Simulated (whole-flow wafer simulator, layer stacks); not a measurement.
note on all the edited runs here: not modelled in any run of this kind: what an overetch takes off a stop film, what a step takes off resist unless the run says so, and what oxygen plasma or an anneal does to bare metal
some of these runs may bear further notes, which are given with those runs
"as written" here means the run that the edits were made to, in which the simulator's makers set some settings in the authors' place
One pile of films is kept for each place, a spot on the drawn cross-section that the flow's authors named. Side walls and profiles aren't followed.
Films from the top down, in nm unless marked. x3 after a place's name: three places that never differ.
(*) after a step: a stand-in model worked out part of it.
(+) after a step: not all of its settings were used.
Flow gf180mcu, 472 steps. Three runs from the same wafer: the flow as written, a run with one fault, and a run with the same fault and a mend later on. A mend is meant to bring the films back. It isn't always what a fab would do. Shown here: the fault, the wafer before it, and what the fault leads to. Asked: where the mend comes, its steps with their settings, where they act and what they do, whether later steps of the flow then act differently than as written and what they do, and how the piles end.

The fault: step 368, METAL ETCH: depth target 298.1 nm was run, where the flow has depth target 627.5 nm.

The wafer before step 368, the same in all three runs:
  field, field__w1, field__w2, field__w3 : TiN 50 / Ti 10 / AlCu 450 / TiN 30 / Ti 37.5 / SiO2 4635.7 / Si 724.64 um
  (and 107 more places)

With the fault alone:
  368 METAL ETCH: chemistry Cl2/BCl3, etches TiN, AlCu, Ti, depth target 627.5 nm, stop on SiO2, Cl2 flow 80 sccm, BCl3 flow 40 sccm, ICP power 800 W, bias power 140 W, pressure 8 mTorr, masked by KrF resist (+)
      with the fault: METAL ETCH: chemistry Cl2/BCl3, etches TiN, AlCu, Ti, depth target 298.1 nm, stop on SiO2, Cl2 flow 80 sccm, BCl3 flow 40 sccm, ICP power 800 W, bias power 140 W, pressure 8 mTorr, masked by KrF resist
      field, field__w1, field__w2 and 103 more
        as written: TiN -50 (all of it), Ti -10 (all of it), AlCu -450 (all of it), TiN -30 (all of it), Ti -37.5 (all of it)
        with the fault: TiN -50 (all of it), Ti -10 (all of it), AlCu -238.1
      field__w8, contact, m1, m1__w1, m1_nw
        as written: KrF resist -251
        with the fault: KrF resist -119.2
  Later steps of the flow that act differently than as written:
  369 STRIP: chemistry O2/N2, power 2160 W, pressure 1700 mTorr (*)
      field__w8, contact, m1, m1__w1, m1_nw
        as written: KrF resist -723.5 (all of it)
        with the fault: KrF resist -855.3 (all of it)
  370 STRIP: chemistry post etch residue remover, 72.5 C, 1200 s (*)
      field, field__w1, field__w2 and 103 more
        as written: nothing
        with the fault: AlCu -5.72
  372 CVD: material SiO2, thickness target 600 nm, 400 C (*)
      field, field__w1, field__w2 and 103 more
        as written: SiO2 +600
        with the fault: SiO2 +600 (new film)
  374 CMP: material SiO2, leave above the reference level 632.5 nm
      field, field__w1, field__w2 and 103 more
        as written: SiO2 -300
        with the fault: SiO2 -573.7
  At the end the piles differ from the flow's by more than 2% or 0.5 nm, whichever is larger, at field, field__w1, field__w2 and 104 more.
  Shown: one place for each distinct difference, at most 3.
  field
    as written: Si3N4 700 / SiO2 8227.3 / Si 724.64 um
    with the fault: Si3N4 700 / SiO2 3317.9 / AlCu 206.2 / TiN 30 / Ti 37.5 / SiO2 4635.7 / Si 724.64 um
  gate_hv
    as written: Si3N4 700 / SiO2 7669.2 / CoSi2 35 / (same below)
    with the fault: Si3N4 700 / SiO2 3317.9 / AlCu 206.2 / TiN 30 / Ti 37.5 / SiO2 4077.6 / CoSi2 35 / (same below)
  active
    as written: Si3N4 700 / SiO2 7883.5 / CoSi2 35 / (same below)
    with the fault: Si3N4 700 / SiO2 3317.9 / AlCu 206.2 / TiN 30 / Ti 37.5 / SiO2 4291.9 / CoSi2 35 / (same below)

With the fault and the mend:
  The mend comes after step 368.
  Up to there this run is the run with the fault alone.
  368a METAL ETCH: chemistry Cl2/BCl3, etches TiN, AlCu, Ti, depth target 329.4 nm, stop on SiO2, Cl2 flow 80 sccm, BCl3 flow 40 sccm, ICP power 800 W, bias power 140 W, pressure 8 mTorr, masked by KrF resist (+) (the flow's step 368 once more, with other settings)
      field, field__w1, field__w2 and 103 more
        AlCu -211.9 (all of it), TiN -30 (all of it), Ti -37.5 (all of it)
      field__w8, contact, m1, m1__w1, m1_nw
        KrF resist -131.8
  No later step of the flow acts differently than as written at any place that is followed.
  At the end the piles are the same as the flow's at every place that both follow.
